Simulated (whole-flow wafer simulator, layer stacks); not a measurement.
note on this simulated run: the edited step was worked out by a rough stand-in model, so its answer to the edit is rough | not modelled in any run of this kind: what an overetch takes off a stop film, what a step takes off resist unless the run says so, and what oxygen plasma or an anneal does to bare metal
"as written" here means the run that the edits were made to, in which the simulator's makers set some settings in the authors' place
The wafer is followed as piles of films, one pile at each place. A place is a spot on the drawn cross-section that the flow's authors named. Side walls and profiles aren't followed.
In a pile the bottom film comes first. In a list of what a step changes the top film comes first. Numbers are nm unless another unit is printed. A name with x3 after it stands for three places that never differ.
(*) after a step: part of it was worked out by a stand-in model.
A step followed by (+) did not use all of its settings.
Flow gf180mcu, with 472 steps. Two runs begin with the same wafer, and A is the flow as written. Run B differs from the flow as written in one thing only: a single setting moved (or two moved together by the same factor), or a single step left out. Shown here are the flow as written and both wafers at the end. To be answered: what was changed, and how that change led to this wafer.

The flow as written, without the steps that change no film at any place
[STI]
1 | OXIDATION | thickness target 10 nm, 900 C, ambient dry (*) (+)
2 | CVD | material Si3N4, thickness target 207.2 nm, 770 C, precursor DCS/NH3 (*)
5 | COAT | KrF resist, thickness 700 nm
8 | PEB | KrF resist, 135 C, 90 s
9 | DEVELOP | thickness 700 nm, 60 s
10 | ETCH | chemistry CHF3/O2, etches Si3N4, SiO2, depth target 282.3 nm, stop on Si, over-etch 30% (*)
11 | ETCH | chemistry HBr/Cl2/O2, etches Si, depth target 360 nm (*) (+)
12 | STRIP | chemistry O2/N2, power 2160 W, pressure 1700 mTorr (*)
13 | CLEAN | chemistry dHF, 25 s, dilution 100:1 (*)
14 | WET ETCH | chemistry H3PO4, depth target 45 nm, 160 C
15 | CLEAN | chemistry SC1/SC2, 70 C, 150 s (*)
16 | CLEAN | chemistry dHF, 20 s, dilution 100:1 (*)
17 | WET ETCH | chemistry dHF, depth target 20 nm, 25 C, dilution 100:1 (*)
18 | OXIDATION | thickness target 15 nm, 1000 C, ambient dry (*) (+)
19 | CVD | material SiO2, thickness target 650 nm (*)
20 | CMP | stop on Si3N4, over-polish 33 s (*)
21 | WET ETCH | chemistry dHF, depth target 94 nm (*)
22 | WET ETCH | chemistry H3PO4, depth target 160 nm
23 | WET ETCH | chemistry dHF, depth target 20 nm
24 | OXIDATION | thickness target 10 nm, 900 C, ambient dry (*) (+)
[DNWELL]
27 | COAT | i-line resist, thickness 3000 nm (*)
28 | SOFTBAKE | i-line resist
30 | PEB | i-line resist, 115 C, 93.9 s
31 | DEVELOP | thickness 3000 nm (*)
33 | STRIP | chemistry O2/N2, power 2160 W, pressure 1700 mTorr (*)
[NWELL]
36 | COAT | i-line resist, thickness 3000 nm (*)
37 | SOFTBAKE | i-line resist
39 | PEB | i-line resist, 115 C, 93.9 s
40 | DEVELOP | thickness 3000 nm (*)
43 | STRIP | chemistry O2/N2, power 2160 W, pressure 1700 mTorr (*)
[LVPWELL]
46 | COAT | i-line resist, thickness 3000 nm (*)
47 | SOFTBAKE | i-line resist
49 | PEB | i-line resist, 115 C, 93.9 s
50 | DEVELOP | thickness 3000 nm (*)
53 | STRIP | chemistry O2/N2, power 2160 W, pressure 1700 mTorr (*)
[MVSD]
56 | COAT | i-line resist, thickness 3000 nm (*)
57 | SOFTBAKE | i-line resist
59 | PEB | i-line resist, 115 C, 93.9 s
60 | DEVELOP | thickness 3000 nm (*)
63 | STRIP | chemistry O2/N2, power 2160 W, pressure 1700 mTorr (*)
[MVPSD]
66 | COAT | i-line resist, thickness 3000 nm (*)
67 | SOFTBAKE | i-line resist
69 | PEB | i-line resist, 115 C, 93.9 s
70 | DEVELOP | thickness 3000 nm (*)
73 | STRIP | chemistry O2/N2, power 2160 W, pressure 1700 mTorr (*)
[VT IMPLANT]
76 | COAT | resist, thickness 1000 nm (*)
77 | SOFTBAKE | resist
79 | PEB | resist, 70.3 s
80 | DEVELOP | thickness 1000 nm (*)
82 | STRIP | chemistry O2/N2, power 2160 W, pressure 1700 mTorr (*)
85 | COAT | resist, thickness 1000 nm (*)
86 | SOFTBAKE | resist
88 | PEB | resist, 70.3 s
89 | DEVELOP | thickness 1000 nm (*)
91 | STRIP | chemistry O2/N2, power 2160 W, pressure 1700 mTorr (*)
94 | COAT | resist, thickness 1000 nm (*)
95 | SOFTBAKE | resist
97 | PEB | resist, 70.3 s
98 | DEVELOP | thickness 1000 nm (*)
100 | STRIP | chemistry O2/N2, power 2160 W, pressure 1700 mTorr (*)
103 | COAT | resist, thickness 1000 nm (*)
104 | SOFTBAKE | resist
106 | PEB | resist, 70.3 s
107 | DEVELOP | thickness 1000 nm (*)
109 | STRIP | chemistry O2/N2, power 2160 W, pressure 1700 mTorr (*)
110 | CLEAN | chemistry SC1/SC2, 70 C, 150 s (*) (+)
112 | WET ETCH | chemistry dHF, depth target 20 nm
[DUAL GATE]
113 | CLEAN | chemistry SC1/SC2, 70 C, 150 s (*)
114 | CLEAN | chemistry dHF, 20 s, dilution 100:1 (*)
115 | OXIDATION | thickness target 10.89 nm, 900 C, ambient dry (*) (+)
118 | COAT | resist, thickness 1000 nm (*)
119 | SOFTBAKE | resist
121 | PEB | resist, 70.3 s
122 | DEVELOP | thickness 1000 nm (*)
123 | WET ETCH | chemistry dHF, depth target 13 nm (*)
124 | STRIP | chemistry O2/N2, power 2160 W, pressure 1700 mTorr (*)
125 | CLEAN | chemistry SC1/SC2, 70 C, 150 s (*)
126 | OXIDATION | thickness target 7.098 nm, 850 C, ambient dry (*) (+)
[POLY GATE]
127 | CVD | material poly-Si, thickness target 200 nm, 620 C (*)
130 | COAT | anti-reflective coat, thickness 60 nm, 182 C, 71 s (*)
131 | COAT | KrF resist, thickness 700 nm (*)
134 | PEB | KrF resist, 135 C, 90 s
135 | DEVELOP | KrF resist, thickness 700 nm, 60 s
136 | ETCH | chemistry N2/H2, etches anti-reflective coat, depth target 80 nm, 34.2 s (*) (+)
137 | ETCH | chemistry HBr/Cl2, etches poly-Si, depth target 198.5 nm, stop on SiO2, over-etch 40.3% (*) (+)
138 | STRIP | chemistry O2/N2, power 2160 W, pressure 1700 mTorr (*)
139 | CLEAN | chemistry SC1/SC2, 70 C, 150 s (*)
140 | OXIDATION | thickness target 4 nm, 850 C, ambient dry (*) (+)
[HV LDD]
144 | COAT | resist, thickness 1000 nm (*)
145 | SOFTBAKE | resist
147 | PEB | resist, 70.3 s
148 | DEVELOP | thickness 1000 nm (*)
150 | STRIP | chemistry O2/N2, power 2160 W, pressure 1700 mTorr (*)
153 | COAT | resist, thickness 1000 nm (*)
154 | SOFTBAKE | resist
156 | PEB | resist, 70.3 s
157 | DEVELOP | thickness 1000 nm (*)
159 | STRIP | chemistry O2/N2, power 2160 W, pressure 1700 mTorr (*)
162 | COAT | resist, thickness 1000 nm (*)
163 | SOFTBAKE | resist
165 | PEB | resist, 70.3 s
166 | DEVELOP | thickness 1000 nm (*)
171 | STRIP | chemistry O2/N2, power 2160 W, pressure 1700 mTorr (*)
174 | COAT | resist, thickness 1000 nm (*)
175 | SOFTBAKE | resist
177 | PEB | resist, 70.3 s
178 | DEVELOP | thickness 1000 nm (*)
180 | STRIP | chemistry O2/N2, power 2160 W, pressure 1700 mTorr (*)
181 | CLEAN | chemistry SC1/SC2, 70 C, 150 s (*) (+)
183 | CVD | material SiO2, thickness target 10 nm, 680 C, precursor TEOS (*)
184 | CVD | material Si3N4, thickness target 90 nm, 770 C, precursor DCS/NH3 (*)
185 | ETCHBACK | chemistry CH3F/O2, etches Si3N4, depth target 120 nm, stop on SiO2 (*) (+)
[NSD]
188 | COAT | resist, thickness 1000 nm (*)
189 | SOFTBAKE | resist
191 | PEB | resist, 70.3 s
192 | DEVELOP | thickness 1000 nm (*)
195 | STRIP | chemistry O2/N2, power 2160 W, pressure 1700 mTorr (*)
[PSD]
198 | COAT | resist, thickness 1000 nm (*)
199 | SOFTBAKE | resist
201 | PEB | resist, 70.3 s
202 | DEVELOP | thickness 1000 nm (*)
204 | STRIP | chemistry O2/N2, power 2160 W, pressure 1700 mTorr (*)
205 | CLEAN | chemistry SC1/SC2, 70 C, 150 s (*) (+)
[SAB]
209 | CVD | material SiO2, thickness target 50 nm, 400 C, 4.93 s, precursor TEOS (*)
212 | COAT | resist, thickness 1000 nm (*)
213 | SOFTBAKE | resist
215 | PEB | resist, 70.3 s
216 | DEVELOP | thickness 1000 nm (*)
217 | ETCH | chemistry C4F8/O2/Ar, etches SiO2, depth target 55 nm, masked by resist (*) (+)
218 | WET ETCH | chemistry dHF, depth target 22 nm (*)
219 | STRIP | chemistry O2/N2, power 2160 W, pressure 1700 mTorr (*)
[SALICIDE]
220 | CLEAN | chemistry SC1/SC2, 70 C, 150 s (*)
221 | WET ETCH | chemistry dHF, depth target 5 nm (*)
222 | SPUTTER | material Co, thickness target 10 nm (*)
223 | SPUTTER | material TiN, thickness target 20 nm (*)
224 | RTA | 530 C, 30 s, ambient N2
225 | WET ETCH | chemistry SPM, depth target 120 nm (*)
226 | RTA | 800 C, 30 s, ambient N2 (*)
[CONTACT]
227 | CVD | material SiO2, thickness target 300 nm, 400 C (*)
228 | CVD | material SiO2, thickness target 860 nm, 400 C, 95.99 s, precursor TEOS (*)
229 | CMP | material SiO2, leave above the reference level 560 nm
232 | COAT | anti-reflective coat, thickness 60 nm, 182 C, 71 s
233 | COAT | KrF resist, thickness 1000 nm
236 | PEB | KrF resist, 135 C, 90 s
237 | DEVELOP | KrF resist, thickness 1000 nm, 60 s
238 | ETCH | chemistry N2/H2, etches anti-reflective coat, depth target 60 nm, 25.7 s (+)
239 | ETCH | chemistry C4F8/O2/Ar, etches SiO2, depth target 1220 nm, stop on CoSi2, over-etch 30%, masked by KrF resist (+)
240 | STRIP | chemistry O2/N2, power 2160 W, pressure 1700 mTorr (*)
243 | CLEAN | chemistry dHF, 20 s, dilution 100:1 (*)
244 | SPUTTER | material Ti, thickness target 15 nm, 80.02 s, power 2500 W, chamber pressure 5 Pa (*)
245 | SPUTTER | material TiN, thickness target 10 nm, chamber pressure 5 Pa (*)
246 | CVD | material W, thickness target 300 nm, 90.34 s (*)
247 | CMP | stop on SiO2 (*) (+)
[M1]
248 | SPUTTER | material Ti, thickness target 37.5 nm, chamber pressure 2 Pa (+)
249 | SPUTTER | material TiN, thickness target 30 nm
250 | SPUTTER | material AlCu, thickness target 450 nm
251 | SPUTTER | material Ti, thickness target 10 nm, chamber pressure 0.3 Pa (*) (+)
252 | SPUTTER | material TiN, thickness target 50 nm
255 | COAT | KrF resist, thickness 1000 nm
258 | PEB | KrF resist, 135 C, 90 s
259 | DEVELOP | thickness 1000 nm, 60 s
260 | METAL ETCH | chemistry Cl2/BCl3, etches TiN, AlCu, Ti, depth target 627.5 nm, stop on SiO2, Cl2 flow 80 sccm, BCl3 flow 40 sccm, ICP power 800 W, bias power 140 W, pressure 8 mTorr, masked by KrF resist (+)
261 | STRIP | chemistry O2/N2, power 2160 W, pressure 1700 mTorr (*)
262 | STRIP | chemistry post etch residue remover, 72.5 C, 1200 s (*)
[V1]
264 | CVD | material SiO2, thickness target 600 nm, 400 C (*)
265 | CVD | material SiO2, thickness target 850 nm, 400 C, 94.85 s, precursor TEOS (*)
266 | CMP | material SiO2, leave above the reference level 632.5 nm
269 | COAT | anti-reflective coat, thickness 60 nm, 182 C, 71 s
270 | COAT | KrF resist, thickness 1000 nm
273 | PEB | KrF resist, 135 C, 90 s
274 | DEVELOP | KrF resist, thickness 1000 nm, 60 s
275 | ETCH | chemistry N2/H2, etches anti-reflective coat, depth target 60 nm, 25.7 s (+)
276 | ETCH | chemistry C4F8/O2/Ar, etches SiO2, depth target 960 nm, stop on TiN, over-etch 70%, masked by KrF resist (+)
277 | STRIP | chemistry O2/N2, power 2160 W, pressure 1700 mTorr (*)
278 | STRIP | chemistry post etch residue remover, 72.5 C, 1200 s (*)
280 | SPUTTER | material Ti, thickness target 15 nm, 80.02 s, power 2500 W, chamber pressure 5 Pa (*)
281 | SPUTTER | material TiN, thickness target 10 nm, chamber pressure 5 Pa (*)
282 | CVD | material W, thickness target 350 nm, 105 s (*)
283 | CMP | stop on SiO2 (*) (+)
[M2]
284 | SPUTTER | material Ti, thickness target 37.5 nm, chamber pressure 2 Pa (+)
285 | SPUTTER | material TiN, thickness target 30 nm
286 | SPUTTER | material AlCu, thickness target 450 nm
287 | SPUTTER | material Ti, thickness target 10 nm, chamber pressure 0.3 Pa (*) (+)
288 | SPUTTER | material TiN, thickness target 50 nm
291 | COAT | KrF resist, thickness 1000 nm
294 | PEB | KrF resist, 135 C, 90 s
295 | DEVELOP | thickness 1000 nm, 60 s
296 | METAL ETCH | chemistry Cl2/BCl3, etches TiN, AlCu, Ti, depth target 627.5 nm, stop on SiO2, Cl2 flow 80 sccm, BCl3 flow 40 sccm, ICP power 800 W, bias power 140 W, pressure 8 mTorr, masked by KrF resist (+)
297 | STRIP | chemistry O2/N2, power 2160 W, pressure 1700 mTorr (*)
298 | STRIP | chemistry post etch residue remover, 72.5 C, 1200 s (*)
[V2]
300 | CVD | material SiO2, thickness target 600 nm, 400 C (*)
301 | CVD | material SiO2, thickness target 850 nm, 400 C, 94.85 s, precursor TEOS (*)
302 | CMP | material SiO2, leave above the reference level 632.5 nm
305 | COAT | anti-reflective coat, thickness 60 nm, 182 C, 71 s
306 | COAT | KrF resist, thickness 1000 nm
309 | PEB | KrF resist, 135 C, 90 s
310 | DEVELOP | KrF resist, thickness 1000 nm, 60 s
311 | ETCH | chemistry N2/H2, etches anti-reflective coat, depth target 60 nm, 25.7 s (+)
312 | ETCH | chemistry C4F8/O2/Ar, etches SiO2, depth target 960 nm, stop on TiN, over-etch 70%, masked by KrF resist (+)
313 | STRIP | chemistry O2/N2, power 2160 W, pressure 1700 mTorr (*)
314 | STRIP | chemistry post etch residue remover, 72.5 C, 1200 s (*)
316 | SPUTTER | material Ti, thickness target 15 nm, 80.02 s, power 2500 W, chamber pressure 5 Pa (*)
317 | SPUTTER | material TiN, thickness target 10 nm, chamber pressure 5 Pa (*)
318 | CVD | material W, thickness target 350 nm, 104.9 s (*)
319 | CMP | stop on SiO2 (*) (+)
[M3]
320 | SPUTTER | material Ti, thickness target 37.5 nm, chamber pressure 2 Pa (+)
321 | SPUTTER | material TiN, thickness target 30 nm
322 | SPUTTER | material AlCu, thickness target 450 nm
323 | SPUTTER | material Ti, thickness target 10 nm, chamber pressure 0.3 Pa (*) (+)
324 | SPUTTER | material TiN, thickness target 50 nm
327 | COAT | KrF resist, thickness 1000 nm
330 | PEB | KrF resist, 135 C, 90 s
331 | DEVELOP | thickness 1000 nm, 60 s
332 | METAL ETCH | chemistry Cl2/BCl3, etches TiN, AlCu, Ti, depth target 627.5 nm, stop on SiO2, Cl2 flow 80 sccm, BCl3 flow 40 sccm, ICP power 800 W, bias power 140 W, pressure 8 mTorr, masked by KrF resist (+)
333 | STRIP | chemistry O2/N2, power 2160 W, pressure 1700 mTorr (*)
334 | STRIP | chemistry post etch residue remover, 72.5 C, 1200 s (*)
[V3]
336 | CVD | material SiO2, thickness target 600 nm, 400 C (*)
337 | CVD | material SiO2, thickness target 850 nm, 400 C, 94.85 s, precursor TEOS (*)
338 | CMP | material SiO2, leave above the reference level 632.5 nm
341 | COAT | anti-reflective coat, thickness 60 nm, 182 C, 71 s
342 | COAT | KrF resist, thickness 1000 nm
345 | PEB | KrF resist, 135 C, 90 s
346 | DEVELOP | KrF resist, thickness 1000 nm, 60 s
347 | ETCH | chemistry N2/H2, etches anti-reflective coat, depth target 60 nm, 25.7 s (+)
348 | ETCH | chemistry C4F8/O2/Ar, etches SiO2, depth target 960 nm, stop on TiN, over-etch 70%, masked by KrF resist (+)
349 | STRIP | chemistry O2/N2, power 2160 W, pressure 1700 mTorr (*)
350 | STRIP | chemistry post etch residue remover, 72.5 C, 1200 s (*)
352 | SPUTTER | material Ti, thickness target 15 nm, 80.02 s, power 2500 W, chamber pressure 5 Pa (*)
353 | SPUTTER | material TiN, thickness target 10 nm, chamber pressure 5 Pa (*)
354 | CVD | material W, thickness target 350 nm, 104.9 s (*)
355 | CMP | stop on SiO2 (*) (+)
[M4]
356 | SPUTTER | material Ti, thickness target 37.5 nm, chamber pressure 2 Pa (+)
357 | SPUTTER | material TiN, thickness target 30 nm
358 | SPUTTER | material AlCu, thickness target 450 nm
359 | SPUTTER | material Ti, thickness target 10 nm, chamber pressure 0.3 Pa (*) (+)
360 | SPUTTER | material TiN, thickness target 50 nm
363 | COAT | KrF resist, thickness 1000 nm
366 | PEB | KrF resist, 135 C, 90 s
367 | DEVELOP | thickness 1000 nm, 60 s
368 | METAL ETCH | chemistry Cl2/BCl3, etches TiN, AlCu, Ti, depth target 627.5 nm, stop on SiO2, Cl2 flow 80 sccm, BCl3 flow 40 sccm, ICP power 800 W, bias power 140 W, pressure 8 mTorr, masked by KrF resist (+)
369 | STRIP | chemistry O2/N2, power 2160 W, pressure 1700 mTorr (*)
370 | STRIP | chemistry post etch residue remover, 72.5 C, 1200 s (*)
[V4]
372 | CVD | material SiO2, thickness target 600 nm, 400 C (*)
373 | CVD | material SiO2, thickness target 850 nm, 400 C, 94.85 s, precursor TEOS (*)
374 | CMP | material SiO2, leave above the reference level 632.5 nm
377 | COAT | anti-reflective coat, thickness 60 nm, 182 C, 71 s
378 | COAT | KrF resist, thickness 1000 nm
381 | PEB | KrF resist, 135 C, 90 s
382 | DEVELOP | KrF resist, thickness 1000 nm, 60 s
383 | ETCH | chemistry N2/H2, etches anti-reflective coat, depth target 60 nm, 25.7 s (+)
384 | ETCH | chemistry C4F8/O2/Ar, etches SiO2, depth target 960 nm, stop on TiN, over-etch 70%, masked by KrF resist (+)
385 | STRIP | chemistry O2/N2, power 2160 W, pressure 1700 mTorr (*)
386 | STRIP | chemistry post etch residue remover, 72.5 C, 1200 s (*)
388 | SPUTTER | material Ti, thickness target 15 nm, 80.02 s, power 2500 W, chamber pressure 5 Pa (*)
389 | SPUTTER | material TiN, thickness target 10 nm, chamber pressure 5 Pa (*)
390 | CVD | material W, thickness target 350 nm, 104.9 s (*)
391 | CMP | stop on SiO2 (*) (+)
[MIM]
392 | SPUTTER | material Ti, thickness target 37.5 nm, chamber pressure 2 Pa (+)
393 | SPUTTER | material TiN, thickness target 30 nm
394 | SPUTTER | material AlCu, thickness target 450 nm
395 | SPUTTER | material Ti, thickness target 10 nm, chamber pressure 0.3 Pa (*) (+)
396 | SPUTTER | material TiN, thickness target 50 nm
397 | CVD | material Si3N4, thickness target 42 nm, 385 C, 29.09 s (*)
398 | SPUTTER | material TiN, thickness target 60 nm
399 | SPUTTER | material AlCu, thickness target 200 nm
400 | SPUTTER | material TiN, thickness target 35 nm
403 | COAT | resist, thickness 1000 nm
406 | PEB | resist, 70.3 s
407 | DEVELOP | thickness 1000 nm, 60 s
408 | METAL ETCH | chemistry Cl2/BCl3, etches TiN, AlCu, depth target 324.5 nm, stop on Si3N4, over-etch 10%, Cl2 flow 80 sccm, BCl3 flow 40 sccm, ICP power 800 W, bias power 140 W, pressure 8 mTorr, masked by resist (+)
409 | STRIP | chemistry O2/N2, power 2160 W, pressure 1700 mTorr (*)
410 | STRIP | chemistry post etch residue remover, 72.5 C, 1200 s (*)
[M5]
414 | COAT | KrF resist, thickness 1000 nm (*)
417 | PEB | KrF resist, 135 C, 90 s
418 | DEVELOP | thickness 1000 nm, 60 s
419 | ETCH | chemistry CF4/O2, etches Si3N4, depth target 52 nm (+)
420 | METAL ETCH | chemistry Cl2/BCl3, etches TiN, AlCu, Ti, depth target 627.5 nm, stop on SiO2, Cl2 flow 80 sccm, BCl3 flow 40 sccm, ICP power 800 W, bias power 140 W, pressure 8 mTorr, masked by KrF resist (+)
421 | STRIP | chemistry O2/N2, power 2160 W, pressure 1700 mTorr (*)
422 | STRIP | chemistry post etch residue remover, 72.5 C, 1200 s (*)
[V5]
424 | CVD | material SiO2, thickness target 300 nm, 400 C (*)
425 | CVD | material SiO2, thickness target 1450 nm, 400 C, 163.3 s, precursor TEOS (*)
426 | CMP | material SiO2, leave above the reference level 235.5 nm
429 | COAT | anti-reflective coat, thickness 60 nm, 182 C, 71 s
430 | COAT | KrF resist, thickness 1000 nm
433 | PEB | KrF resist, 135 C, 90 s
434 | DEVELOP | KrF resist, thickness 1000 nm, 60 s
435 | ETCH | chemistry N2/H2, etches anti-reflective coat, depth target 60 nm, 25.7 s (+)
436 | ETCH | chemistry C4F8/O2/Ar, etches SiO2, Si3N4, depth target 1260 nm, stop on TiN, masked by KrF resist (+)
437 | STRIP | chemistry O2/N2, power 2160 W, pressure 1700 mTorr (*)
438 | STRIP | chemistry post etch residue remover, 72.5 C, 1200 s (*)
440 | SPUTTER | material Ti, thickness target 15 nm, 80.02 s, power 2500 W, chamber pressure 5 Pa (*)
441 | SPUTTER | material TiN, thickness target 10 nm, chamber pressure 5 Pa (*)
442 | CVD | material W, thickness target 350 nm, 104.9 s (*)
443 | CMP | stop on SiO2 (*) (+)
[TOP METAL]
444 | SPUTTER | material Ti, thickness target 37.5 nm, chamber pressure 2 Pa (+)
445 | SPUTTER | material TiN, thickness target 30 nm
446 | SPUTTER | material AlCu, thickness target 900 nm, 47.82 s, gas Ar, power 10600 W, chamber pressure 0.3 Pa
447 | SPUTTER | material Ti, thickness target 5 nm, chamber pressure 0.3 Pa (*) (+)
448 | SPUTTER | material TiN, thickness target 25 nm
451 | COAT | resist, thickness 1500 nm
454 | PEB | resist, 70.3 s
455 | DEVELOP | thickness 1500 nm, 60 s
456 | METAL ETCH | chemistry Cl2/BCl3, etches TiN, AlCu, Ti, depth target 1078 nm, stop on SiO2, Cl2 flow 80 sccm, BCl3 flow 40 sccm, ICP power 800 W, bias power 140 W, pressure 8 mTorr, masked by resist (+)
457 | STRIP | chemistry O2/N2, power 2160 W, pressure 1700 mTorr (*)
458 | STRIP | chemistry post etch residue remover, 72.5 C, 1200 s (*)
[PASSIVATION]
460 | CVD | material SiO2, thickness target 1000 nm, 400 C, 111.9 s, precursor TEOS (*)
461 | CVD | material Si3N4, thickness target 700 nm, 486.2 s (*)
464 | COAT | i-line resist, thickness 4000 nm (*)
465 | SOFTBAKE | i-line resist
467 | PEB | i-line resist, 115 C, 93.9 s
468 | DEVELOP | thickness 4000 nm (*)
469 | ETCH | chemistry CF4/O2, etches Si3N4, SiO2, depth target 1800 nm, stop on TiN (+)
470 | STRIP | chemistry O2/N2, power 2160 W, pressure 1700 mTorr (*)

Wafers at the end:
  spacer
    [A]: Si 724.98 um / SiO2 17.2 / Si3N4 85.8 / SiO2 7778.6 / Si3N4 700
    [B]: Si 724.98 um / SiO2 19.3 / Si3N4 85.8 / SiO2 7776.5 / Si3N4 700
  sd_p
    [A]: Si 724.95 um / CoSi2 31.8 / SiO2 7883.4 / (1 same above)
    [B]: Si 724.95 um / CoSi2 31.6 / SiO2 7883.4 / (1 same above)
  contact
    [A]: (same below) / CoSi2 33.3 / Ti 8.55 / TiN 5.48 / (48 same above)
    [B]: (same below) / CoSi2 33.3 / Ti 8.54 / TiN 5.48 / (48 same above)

Cause: step 183, CVD: thickness target 12.1 nm was run, though the flow has thickness target 10 nm.

Step by step, how the change led to this:
  183 | CVD | material SiO2, thickness target 10 nm, 680 C, precursor TEOS (*)
      field, field__w1, field__w2 and 99 more: A SiO2 gains 10 | B SiO2 gains 12.1
      ld_drift_p: A SiO2 gains 9.87 | B SiO2 gains 11.9
      (also at 1 further place)
  189 | SOFTBAKE | resist
      field__w9: A resist gains 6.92 | B resist loses 3.07
      nw_enc_fld_lv__w3: A resist gains 2.11 | B resist loses 1.6
      (also at 1 further place)
  199 | SOFTBAKE | resist
      field__w9: A resist gains 6.92 | B resist loses 3.07
      nw_enc_fld_lv__w3: A resist gains 2.11 | B resist loses 1.6
      (also at 1 further place)
  218 | WET ETCH | chemistry dHF, depth target 22 nm (*)
      gate, gate_hv, gate_p and 23 more: A SiO2 loses 5.48 (all of it) | B SiO2 loses 7.58 (all of it)
      active, p_well, sd_n, iso_ptap_pw, iso_ntap_nw, iso_ptap_sub, vpnp_e: A SiO2 loses 9.01 (all of it) | B SiO2 loses 11.1 (all of it)
      (also at 16 further places)
